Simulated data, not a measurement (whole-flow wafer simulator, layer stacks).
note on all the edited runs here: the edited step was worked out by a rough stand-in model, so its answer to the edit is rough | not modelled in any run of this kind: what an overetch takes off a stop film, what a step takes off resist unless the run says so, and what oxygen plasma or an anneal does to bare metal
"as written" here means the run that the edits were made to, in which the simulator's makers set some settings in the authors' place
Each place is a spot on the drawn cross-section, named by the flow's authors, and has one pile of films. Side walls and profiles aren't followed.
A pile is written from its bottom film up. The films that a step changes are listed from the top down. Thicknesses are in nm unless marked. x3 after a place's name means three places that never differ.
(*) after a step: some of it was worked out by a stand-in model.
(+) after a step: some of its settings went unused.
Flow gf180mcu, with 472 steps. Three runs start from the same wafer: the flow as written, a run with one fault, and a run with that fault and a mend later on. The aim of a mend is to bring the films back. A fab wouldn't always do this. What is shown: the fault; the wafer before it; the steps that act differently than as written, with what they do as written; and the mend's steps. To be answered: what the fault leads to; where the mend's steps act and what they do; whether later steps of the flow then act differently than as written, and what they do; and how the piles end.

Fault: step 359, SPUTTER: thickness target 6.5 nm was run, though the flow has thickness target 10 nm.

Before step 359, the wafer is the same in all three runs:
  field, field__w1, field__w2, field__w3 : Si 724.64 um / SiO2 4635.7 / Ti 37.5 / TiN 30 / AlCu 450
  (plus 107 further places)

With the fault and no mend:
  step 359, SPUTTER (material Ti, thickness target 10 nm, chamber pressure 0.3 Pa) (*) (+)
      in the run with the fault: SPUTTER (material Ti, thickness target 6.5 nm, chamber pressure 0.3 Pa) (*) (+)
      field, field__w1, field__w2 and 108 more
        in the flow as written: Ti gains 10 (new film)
        in the run with the fault: Ti gains 6.5 (new film)
  Later steps of the flow acting differently than as written (5 more steps, not shown, differ only slightly: by at most 2% or 0.5 nm, whichever is larger):
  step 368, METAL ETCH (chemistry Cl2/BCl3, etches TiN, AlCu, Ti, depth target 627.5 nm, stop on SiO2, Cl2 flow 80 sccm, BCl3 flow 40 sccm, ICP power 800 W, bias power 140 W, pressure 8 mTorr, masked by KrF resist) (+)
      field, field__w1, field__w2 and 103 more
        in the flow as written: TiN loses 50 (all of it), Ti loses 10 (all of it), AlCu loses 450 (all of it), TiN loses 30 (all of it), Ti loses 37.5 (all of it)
        in the run with the fault: TiN loses 50 (all of it), Ti loses 6.5 (all of it), AlCu loses 450 (all of it), TiN loses 30 (all of it), Ti loses 37.5 (all of it)
  The piles end different from the flow's at field__w8, contact, m1, m1__w1, m1_nw by more than 2% or 0.5 nm, whichever is larger.
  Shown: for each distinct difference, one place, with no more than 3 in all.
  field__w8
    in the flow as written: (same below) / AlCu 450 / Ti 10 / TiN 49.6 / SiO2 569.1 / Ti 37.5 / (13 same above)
    in the run with the fault: (same below) / AlCu 450 / Ti 6.5 / TiN 49.6 / SiO2 572.6 / Ti 37.5 / (13 same above)
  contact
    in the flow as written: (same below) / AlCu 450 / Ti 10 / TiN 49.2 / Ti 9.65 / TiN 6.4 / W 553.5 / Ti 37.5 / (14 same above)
    in the run with the fault: (same below) / AlCu 450 / Ti 6.5 / TiN 49.2 / Ti 9.63 / TiN 6.39 / W 557 / Ti 37.5 / (14 same above)

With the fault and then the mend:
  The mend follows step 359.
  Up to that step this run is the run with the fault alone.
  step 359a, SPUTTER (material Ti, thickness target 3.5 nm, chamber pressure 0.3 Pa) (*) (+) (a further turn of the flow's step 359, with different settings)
      field, field__w1, field__w2 and 108 more
        Ti gains 3.5
  None of the later steps of the flow acts differently than as written at any place that is followed.
  The piles end the same as the flow's at every place that both follow.
